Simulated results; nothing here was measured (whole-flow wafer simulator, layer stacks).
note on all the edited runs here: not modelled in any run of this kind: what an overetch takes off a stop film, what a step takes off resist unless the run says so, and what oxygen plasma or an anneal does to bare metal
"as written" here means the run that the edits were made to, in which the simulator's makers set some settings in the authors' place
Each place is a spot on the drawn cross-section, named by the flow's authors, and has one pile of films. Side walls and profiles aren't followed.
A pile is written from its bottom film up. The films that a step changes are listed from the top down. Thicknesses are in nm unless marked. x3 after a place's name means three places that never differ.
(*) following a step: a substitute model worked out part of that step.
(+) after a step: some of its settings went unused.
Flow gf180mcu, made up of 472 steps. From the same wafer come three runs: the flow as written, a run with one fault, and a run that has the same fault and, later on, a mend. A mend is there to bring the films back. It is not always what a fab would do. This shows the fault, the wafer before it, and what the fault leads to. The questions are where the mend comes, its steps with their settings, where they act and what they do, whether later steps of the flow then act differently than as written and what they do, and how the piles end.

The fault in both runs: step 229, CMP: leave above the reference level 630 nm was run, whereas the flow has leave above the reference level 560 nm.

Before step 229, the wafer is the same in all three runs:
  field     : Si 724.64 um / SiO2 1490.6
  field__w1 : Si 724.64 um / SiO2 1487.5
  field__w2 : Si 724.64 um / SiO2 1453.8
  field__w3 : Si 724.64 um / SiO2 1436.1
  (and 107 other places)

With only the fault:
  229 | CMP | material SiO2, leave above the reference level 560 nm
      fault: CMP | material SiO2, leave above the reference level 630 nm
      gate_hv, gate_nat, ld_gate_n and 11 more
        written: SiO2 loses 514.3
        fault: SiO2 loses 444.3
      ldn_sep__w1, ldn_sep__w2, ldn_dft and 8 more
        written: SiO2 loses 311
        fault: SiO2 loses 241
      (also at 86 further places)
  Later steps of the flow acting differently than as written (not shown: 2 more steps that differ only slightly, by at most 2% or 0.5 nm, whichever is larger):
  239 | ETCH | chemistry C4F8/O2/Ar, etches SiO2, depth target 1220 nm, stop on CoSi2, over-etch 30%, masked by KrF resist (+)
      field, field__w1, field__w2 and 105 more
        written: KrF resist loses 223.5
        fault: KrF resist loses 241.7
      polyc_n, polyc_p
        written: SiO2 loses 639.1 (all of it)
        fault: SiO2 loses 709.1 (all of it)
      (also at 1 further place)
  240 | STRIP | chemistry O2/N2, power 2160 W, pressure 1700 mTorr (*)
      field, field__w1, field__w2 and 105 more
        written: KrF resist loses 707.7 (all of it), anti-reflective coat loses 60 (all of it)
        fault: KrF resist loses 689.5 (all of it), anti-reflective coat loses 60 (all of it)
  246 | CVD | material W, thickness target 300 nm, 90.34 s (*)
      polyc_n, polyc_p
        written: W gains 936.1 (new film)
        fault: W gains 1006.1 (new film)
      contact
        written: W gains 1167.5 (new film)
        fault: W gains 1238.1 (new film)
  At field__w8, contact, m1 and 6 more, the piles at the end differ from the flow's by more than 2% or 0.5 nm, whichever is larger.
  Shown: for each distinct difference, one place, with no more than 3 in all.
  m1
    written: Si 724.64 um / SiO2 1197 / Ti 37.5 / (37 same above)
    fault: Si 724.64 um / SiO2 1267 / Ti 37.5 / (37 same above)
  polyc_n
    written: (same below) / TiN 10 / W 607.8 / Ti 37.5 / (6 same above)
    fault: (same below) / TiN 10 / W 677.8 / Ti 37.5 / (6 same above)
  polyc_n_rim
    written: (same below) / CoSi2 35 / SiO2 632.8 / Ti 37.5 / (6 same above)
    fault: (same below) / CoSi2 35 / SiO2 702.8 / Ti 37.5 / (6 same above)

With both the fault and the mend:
  The mend follows step 229.
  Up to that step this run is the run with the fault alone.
  229a | CMP | material SiO2, leave above the reference level 560 nm (the flow's step 229, run once more)
      field, field__w1, field__w2 and 108 more
        SiO2 loses 70
  None of the later steps of the flow acts differently than as written at any place that is followed.
  By the end, the piles equal the flow's at every place that both follow.
